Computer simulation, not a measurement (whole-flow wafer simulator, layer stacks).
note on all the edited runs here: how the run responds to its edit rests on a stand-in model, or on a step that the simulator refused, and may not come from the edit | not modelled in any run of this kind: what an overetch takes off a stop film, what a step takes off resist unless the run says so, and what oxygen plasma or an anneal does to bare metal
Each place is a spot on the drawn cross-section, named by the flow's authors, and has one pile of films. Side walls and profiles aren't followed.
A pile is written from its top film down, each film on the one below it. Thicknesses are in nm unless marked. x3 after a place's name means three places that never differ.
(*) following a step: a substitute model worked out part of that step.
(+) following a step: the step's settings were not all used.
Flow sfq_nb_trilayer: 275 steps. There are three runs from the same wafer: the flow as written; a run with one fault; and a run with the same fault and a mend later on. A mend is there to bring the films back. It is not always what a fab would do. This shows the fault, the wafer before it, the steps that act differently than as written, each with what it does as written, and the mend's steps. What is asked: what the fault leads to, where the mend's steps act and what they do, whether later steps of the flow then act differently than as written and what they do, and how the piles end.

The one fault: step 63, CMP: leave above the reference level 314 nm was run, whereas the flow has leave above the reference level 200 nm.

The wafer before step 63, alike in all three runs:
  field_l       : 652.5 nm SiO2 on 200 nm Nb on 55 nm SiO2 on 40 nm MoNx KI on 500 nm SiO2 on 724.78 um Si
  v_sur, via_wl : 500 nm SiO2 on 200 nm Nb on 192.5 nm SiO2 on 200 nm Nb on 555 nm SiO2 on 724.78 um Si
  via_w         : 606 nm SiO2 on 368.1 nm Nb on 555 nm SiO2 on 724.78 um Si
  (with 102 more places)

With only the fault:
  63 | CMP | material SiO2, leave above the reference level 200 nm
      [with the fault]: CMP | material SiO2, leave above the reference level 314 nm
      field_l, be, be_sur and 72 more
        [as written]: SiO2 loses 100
        [with the fault]: nothing
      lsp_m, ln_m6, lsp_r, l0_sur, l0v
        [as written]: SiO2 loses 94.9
        [with the fault]: nothing
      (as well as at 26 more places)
  Steps later in the flow that act otherwise than as written (6 more steps, not shown, differ only slightly: by at most 2% or 0.5 nm, whichever is larger):
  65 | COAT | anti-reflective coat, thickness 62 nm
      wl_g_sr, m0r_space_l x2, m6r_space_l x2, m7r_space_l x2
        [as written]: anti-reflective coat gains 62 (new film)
        [with the fault]: anti-reflective coat gains 64 (new film)
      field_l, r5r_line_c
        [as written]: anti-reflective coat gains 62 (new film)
        [with the fault]: anti-reflective coat gains 64.2 (new film)
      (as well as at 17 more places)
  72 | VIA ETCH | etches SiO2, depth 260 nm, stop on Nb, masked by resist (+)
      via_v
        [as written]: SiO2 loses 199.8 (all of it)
        [with the fault]: SiO2 loses 260
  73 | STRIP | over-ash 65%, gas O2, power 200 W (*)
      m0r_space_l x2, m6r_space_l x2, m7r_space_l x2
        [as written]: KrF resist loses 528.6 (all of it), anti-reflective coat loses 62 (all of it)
        [with the fault]: KrF resist loses 530.9 (all of it), anti-reflective coat loses 64 (all of it)
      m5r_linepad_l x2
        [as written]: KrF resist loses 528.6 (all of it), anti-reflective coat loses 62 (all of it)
        [with the fault]: KrF resist loses 526.6 (all of it), anti-reflective coat loses 68.4 (all of it)
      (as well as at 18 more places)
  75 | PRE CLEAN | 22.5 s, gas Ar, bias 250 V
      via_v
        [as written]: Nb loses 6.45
        [with the fault]: SiO2 loses 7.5
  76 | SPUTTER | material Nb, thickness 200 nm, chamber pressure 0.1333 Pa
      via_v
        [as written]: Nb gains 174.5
        [with the fault]: Nb gains 163.1 (new film)
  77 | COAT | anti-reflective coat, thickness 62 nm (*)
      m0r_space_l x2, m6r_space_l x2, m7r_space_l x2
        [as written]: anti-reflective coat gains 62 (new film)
        [with the fault]: anti-reflective coat gains 63.8 (new film)
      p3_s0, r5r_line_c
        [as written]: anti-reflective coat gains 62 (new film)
        [with the fault]: anti-reflective coat gains 63.6 (new film)
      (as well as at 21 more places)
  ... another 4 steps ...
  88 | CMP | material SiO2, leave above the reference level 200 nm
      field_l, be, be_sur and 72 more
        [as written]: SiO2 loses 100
        [with the fault]: SiO2 loses 86
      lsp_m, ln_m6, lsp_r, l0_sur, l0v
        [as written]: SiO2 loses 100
        [with the fault]: SiO2 loses 80.9
  By the end, the piles at field_l, v_sur, via_wl and 103 more depart from the flow's by more than 2% or 0.5 nm, whichever is larger.
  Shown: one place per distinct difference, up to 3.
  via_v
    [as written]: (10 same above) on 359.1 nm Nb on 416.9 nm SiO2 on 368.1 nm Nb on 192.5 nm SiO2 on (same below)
    [with the fault]: (10 same above) on 359.1 nm Nb on 489.6 nm SiO2 on 163.1 nm Nb on 46.3 nm SiO2 on 200 nm Nb on 192.5 nm SiO2 on (same below)
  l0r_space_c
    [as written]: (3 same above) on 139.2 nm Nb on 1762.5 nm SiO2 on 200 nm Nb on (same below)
    [with the fault]: (3 same above) on 139.2 nm Nb on 1876.5 nm SiO2 on 200 nm Nb on (same below)
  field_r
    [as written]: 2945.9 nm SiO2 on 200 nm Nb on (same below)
    [with the fault]: 3059.9 nm SiO2 on 200 nm Nb on (same below)

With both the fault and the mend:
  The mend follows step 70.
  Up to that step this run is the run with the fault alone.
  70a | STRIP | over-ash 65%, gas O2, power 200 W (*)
      p4_w1, p3_s2, p3_l3, p3_s3, p3_l4, p3_s4, p3_l5
        KrF resist loses 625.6 (all of it), anti-reflective coat loses 62.1 (all of it)
      m0r_line_l x2, m6r_line_l x2, m7r_line_l x2
        KrF resist loses 627.5 (all of it), anti-reflective coat loses 62.4 (all of it)
      m0r_space_l x2, m6r_space_l x2, m7r_space_l x2
        KrF resist loses 626.5 (all of it), anti-reflective coat loses 64 (all of it)
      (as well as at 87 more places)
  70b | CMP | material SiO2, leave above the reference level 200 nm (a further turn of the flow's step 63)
      field_l, be, be_sur and 72 more
        SiO2 loses 100
      v_sur, via_wl, via_w and 23 more
        SiO2 loses 114
      lsp_m, ln_m6, lsp_r, l0_sur, l0v
        SiO2 loses 94.9
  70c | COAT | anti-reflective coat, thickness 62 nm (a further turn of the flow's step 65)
      field_l, v_sur, via_wl and 103 more
        anti-reflective coat gains 62 (new film)
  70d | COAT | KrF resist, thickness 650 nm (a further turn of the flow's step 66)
      field_l, v_sur, via_wl and 103 more
        KrF resist gains 650 (new film)
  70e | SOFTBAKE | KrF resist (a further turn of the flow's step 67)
      does not change any film at any place that is followed
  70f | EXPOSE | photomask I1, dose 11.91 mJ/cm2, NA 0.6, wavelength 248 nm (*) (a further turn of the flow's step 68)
      does not change any film at any place that is followed
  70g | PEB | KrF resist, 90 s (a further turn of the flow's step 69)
      field_l, v_sur, via_wl and 103 more
        KrF resist loses 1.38
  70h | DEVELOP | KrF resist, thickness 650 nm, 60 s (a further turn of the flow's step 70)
      field_l, v_sur, via_wl and 102 more
        KrF resist loses 23.5
      via_v
        KrF resist loses 648.6 (all of it)
  Later steps of the flow that are run all act as written at every place that is followed.
  By the end, the piles equal the flow's at every place that both follow.
